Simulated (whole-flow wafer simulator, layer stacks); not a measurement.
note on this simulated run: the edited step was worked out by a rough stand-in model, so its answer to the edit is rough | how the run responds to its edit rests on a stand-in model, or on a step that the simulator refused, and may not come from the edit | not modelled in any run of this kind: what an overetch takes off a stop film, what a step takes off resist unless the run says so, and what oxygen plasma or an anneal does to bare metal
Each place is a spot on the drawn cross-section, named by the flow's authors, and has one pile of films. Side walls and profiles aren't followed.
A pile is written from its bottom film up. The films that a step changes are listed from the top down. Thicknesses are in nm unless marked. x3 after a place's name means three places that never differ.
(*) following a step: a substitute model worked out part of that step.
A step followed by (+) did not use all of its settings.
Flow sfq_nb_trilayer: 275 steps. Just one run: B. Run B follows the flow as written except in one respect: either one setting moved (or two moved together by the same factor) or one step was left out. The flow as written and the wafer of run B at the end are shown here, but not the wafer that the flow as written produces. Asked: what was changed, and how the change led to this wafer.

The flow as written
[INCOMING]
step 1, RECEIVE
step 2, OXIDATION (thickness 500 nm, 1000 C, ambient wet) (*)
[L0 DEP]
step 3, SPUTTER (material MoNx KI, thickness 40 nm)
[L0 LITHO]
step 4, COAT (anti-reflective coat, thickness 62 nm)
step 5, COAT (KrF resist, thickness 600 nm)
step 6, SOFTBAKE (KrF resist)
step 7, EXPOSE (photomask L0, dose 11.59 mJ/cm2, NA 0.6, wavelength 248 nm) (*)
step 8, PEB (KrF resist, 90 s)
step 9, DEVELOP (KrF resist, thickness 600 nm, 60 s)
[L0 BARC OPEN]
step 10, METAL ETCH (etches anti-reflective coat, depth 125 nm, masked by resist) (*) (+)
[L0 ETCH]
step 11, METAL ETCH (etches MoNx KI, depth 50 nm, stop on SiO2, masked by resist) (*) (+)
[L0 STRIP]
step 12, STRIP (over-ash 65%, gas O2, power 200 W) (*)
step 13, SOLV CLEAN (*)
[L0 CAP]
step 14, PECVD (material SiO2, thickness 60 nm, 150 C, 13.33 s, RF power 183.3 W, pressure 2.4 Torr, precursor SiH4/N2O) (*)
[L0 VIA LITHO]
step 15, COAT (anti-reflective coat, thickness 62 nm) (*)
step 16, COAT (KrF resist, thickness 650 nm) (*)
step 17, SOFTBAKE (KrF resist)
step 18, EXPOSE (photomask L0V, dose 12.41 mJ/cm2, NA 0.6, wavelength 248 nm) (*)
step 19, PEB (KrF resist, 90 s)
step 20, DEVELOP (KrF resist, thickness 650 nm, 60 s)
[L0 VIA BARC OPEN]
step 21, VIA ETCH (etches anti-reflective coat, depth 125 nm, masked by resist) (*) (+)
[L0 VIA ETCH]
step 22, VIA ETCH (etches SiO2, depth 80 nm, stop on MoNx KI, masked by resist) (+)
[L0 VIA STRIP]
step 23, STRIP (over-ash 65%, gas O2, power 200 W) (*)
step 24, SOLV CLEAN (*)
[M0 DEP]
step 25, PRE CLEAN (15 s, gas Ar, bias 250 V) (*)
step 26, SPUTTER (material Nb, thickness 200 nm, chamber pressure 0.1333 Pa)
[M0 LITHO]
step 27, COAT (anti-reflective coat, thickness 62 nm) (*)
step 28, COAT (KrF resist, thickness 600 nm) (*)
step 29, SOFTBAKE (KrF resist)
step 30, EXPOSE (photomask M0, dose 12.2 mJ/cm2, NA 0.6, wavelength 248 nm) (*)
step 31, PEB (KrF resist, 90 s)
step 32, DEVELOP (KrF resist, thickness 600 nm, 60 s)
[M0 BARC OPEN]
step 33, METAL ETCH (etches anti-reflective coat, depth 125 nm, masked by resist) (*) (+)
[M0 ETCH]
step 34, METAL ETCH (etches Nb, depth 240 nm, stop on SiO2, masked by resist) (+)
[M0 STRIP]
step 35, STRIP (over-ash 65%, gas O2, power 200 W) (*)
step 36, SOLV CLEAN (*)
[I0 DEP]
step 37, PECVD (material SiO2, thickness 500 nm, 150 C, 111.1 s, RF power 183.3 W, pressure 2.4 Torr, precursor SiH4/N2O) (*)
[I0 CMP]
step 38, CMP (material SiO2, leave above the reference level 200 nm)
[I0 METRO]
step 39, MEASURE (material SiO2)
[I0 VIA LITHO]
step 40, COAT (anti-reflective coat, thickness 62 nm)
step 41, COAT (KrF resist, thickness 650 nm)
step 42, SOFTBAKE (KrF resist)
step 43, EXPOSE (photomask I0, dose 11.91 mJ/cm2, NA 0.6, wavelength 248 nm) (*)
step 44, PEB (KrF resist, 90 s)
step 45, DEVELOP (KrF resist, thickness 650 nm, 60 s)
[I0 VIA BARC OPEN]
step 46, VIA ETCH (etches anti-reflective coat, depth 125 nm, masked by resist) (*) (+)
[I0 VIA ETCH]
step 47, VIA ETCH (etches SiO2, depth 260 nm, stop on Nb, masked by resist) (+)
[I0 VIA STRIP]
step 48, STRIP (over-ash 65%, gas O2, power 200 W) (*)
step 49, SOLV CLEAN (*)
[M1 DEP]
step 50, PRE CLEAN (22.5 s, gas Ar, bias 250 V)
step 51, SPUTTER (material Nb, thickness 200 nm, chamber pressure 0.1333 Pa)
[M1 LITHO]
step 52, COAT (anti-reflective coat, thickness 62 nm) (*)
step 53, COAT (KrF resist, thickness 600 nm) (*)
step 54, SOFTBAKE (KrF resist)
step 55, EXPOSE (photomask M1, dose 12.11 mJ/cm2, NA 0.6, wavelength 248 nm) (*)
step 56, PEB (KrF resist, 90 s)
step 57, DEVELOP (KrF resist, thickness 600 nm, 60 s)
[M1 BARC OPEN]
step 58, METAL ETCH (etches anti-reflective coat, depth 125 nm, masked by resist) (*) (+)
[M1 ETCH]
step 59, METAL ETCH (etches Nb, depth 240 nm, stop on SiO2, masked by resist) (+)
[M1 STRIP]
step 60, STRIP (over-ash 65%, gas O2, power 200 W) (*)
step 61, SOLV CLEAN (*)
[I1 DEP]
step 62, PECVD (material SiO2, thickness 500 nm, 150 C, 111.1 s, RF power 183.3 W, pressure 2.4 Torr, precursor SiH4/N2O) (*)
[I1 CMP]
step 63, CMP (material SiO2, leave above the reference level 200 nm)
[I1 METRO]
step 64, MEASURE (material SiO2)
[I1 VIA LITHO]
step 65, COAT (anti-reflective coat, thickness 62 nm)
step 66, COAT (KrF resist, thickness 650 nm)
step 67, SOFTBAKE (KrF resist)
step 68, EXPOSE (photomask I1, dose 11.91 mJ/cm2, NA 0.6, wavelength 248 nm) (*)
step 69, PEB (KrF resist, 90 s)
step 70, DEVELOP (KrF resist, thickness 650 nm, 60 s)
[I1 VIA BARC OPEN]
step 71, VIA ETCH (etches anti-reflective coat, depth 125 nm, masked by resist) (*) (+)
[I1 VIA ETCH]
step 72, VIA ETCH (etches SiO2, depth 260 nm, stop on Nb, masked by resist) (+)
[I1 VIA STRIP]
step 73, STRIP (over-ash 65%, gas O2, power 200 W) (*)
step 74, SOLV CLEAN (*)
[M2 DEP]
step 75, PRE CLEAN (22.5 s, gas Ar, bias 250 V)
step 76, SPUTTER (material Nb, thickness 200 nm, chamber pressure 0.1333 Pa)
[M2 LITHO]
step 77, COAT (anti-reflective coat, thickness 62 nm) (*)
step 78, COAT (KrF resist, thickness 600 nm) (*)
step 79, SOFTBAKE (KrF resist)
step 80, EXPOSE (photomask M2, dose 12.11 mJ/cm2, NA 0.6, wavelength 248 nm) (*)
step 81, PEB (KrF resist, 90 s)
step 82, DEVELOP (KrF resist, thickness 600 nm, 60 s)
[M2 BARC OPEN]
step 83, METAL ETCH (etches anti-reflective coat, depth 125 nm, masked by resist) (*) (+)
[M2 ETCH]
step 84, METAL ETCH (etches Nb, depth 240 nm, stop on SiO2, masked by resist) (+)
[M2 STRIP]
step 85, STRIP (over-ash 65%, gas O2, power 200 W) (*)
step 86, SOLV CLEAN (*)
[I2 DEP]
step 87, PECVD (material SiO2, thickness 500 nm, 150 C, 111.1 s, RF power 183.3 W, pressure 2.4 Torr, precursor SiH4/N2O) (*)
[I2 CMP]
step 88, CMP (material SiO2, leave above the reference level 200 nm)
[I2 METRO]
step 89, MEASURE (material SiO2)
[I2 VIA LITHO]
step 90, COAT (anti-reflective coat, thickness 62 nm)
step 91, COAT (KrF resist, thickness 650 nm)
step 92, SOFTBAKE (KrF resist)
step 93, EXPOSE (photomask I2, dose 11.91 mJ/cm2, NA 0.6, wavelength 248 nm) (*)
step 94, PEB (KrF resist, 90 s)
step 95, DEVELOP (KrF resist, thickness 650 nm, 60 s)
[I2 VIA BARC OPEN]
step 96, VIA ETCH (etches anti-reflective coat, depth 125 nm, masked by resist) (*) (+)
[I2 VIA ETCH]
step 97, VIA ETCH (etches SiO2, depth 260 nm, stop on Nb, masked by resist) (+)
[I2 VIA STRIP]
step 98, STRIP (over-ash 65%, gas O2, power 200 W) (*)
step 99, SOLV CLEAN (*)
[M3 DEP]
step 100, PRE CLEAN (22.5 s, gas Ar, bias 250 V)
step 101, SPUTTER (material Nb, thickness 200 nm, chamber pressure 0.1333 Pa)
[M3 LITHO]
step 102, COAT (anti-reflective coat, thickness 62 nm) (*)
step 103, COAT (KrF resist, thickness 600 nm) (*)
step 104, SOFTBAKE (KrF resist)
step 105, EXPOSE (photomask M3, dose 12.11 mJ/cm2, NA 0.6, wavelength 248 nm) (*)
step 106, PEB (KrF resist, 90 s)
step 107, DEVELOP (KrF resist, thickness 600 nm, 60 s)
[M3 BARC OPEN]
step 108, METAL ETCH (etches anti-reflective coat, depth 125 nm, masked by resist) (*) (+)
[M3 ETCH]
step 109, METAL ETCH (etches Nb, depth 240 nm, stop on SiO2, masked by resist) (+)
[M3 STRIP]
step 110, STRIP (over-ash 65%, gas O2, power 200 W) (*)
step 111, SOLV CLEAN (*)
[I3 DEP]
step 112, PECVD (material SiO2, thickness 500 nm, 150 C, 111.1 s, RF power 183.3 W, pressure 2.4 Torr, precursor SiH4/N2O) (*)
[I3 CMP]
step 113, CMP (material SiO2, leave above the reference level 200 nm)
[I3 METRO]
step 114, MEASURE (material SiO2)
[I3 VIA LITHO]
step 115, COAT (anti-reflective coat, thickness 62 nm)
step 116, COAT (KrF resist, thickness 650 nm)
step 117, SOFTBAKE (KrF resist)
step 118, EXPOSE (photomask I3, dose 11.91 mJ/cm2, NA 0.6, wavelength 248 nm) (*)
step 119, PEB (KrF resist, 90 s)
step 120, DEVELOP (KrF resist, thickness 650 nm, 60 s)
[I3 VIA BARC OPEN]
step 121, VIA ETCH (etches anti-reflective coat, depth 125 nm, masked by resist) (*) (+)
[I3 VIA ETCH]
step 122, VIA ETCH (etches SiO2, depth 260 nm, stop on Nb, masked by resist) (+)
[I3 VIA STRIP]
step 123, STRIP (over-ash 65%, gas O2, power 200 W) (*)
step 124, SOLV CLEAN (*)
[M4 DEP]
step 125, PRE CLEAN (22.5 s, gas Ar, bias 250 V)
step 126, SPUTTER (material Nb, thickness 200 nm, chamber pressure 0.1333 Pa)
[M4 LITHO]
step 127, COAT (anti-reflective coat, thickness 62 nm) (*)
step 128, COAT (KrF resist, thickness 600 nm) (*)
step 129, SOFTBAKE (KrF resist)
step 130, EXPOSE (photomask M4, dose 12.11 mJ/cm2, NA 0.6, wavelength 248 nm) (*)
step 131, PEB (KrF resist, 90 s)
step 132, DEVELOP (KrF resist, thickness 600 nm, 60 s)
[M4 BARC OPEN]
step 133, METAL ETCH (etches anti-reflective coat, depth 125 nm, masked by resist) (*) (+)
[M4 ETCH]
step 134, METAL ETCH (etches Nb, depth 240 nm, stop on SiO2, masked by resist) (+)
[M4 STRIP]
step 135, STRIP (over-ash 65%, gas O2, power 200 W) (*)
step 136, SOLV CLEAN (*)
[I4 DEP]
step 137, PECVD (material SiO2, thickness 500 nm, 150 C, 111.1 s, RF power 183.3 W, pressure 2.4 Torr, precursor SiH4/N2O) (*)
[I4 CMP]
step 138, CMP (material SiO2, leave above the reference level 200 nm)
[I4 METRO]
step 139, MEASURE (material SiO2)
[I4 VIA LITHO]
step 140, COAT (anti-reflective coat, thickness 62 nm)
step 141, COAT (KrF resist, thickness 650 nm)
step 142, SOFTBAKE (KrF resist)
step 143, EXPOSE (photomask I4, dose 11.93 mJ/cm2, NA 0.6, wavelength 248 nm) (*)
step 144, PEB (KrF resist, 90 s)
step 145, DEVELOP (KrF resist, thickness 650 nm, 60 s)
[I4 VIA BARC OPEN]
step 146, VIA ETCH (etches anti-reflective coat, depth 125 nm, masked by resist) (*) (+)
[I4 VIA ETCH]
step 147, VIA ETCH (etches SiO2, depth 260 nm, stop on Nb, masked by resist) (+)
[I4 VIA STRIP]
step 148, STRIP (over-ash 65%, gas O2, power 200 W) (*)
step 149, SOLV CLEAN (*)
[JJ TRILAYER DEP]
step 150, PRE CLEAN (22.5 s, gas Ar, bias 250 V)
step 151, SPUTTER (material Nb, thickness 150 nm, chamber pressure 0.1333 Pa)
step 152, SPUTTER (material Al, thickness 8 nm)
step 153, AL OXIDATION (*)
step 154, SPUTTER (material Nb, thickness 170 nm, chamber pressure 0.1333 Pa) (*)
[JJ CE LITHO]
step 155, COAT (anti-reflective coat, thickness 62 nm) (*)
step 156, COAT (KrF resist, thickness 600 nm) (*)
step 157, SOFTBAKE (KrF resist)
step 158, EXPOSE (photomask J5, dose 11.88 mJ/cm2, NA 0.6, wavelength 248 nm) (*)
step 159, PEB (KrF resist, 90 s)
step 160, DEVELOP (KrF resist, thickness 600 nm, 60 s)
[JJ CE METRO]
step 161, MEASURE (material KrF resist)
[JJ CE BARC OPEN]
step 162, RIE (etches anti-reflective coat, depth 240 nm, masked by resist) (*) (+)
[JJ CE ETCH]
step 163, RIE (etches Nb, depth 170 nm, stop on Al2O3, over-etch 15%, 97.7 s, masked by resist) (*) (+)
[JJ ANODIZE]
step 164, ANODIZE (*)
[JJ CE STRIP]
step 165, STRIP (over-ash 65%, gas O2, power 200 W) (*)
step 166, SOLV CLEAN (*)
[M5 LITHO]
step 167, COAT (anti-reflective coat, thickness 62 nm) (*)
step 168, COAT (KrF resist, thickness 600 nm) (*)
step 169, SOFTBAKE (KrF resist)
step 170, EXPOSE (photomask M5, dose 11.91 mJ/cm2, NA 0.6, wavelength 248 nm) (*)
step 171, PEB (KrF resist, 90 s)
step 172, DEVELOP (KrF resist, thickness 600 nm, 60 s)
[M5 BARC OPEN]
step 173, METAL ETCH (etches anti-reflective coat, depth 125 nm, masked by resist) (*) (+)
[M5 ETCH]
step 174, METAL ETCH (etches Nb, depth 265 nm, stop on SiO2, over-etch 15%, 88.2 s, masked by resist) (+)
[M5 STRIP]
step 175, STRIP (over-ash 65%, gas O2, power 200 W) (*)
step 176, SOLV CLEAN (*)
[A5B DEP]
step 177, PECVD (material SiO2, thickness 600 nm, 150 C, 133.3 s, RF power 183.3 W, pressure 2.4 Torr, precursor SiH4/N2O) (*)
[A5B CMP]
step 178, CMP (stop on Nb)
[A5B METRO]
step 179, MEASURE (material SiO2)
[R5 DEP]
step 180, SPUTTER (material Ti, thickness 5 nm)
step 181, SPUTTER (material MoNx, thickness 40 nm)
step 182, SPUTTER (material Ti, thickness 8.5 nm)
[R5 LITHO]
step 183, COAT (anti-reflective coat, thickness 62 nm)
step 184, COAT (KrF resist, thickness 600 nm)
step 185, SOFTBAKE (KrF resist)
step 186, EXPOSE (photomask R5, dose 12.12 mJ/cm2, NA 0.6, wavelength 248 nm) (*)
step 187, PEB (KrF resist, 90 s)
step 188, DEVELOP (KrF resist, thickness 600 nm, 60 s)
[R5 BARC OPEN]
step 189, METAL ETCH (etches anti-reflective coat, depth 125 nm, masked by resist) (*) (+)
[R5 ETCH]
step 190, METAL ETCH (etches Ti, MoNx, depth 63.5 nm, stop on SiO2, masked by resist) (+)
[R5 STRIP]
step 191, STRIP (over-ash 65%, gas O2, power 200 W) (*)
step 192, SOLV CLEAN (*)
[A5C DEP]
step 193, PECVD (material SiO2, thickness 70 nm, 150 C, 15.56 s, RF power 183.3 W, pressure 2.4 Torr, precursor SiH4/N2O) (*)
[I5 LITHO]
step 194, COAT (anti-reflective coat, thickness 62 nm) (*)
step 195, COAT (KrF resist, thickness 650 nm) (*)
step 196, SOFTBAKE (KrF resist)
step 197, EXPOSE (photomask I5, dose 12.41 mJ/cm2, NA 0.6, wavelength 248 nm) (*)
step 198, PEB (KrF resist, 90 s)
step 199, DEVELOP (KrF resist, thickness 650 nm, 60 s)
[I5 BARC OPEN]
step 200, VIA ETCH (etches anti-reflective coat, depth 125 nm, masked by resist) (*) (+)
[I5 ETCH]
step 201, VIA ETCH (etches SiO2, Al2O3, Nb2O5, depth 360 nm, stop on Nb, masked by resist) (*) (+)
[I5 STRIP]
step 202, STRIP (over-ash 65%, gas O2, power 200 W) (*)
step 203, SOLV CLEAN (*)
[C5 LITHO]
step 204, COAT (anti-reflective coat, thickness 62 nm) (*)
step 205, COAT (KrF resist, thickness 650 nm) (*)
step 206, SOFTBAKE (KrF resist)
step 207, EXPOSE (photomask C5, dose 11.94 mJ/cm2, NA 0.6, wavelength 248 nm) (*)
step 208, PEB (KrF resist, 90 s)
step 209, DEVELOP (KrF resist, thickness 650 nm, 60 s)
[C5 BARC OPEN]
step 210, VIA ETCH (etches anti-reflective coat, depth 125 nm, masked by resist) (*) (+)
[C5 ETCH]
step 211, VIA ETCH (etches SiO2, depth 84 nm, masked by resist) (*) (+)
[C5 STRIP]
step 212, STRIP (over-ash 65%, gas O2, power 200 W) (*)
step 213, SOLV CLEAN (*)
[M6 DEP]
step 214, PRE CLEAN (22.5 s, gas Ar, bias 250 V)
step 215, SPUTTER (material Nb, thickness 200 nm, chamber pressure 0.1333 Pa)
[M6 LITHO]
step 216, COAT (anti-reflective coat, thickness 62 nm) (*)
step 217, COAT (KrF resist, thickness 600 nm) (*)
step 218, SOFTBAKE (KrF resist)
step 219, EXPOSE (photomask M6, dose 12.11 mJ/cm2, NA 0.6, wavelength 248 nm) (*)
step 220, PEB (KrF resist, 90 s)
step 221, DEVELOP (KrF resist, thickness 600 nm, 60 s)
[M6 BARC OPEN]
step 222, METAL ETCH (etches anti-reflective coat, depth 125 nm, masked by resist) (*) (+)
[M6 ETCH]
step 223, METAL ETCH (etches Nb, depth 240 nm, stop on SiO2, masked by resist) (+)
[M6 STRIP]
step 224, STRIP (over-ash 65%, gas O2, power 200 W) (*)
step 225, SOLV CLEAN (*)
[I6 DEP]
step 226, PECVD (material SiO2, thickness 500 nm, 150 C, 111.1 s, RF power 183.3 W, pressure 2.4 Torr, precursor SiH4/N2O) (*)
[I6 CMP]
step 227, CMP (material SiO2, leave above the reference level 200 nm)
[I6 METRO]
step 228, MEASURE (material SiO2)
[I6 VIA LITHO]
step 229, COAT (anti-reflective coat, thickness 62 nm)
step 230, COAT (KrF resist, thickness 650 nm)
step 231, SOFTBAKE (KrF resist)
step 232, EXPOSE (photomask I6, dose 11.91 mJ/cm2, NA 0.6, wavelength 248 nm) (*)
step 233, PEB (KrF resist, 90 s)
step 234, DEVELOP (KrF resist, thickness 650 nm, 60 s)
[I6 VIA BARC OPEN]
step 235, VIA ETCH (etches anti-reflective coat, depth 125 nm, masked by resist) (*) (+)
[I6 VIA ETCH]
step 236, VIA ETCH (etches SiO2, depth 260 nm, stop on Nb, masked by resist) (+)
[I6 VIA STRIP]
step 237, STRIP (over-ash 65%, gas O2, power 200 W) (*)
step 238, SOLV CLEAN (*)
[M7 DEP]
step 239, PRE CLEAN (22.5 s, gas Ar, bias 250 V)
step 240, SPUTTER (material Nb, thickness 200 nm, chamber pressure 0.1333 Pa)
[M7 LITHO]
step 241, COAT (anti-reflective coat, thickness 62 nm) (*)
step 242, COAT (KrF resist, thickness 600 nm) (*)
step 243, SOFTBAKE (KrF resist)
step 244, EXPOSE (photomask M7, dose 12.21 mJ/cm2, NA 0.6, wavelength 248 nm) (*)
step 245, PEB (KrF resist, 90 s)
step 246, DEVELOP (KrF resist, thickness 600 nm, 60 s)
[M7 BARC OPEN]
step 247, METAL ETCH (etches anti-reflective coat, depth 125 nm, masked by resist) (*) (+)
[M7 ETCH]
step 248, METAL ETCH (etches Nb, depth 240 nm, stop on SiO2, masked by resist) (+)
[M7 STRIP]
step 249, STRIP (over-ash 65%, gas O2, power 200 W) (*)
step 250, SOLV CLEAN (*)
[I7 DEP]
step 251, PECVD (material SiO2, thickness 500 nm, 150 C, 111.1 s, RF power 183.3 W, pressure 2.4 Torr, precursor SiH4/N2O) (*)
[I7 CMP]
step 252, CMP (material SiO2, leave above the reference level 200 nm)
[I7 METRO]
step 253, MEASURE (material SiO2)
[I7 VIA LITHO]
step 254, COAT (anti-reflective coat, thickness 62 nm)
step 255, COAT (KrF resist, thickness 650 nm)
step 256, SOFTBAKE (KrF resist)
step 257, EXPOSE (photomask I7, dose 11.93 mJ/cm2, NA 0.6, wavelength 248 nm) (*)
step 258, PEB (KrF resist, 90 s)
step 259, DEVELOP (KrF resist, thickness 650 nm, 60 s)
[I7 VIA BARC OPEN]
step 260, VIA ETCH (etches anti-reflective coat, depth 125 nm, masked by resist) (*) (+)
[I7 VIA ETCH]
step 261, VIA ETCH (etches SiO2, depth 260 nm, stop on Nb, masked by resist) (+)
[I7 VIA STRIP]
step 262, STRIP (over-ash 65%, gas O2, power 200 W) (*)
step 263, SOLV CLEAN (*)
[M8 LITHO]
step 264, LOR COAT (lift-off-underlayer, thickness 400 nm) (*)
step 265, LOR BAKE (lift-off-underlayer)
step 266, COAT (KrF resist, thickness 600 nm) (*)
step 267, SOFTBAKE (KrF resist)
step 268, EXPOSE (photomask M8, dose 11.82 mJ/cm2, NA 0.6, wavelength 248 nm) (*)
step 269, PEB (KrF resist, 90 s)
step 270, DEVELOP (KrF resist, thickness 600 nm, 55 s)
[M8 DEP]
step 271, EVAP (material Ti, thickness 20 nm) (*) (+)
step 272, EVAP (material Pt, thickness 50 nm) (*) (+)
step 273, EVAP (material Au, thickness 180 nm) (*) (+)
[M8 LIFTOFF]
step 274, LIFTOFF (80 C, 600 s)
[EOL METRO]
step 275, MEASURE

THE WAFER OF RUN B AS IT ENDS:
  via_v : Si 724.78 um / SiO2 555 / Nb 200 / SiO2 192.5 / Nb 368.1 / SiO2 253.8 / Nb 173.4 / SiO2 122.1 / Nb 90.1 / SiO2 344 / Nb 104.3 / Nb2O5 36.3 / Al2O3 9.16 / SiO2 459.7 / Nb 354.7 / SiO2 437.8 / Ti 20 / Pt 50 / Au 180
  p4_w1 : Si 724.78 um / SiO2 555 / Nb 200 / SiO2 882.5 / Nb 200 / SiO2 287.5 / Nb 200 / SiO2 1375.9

What caused this: step 87, PECVD: thickness 305 nm was run, though the flow has thickness 500 nm; step 87, PECVD: 67.78 s was run, where the flow has 111.1 s.

How this came from the change, step by step:
  step 87, PECVD (material SiO2, thickness 500 nm, 150 C, 111.1 s, RF power 183.3 W, pressure 2.4 Torr, precursor SiH4/N2O) (*)
      field_l, be, be_sur and 81 more: SiO2 gains 305 (as written it would have been: SiO2 gains 500)
      v_sur, via_wl, via_w and 18 more: SiO2 gains 305 (new film) (as written it would have been: SiO2 gains 500 (new film))
      (and at 1 other place as well)
  step 88, CMP (material SiO2, leave above the reference level 200 nm)
      field_l, be, be_sur and 81 more: nothing (as written it would have been: SiO2 loses 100)
      via_v: nothing (as written it would have been: SiO2 loses 181.6)
      (and at 21 other places as well)
  step 90, COAT (anti-reflective coat, thickness 62 nm)
      p3_s1, m0r_line_l, m0r_line_r, m6r_line_l, m6r_line_r, m7r_line_l, m7r_line_r: anti-reflective coat gains 63.5 (new film) (as written it would have been: anti-reflective coat gains 62 (new film))
      m0r_space_l, m0r_space_r, m6r_space_l, m6r_space_r, m7r_space_l, m7r_space_r: anti-reflective coat gains 75.1 (new film) (as written it would have been: anti-reflective coat gains 62 (new film))
      (and at 60 other places as well)
  step 91, COAT (KrF resist, thickness 650 nm)
      m0r_line_l, m0r_line_r, m6r_line_l, m6r_line_r, m7r_line_l, m7r_line_r: KrF resist gains 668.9 (new film) (as written it would have been: KrF resist gains 650 (new film))
      m5r_linepad_l, m5r_linepad_r: KrF resist gains 629 (new film) (as written it would have been: KrF resist gains 650 (new film))
      (and at 30 other places as well)
  step 95, DEVELOP (KrF resist, thickness 650 nm, 60 s)
      via_w: KrF resist loses 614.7 (all of it) (as written it would have been: KrF resist loses 648.6 (all of it))
  step 96, VIA ETCH (etches anti-reflective coat, depth 125 nm, masked by resist) (*) (+)
      field_l, v_sur, via_wl and 102 more: KrF resist loses 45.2 (as written it would have been: KrF resist loses 51.7)
      via_w: anti-reflective coat loses 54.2 (all of it), SiO2 loses 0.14 (as written it would have been: anti-reflective coat loses 62 (all of it), SiO2 loses 0.16)
  step 98, STRIP (over-ash 65%, gas O2, power 200 W) (*)
      m0r_line_l, m0r_line_r, m6r_line_l, m6r_line_r, m7r_line_l, m7r_line_r: KrF resist loses 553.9 (all of it), anti-reflective coat loses 63.5 (all of it) (as written it would have been: KrF resist loses 528.6 (all of it), anti-reflective coat loses 62 (all of it))
      m0r_space_l, m0r_space_r, m6r_space_l, m6r_space_r, m7r_space_l, m7r_space_r: KrF resist loses 546.3 (all of it), anti-reflective coat loses 75.1 (all of it) (as written it would have been: KrF resist loses 528.6 (all of it), anti-reflective coat loses 62 (all of it))
      (and at 74 other places as well)
  step 101, SPUTTER (material Nb, thickness 200 nm, chamber pressure 0.1333 Pa)
      via_v: Nb gains 173.4 (new film) (as written it would have been: Nb gains 200 (new film))
  step 102, COAT (anti-reflective coat, thickness 62 nm) (*)
      wl_g_sr, m0r_space_r, m6r_space_r, m7r_space_r: anti-reflective coat gains 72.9 (new film) (as written it would have been: anti-reflective coat gains 62 (new film))
      wl_a_m6, wl_a_sr, wl_b_m5: anti-reflective coat gains 59.6 (new film) (as written it would have been: anti-reflective coat gains 62 (new film))
      (and at 64 other places as well)
  step 103, COAT (KrF resist, thickness 600 nm) (*)
      m0r_line_l, m6r_line_l, m7r_line_l: KrF resist gains 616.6 (new film) (as written it would have been: KrF resist gains 600 (new film))
      m0r_line_r, m6r_line_r, m7r_line_r: KrF resist gains 616.8 (new film) (as written it would have been: KrF resist gains 600 (new film))
      (and at 32 other places as well)
  step 107, DEVELOP (KrF resist, thickness 600 nm, 60 s)
      m0r_line_l, m6r_line_l, m7r_line_l: KrF resist loses 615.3 (all of it) (as written it would have been: KrF resist loses 598.7 (all of it))
      m0r_line_r, m6r_line_r, m7r_line_r: KrF resist loses 615.5 (all of it) (as written it would have been: KrF resist loses 598.7 (all of it))
      (and at 17 other places as well)
  step 108, METAL ETCH (etches anti-reflective coat, depth 125 nm, masked by resist) (*) (+)
      v_sur, via_wl, via_w and 28 more: KrF resist loses 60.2 (as written it would have been: KrF resist loses 51.7)
      wl_g_sr, m0r_space_r, m6r_space_r, m7r_space_r: anti-reflective coat loses 72.9 (all of it) (as written it would have been: anti-reflective coat loses 62 (all of it))
      (and at 45 other places as well)
  step 110, STRIP (over-ash 65%, gas O2, power 200 W) (*)
      v_sur: KrF resist loses 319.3 (all of it), anti-reflective coat loses 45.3 (all of it) (as written it would have been: KrF resist loses 365.3 (all of it), anti-reflective coat loses 61.1 (all of it))
      via_wl: KrF resist loses 331.6 (all of it), anti-reflective coat loses 31.3 (all of it) (as written it would have been: KrF resist loses 384.2 (all of it), anti-reflective coat loses 34.2 (all of it))
      (and at 21 other places as well)
  step 112, PECVD (material SiO2, thickness 500 nm, 150 C, 111.1 s, RF power 183.3 W, pressure 2.4 Torr, precursor SiH4/N2O) (*)
      via_v: SiO2 gains 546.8 (new film) (as written it would have been: SiO2 gains 500 (new film))
  step 113, CMP (material SiO2, leave above the reference level 200 nm)
      field_l, be, be_sur and 64 more: SiO2 loses 5 (as written it would have been: SiO2 loses 100)
      p4_w1, p4_w2, p4_w3 and 6 more: SiO2 loses 205 (as written it would have been: SiO2 loses 300)
      (and at 9 other places as well)
  step 122, VIA ETCH (etches SiO2, depth 260 nm, stop on Nb, masked by resist) (+)
      via_v: SiO2 loses 260 (as written it would have been: SiO2 loses 199.8 (all of it))
  ... 24 other steps ...
  step 178, CMP (stop on Nb)
      via_v: SiO2 loses 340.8 (as written it would have been: SiO2 loses 453.5)
If metal films that touch count as one body, via_v has 7 bodies (between them, from the top down: SiO2 437.8; SiO2 459.7 / Al2O3 9.16 / Nb2O5 36.3; SiO2 344; SiO2 122.1; SiO2 253.8; SiO2 192.5); the flow as written gives 6 bodies (between them, from the top down: SiO2 437.8; SiO2 209 / Al2O3 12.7 / Nb2O5 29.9; SiO2 425.9; SiO2 416.9; SiO2 192.5).
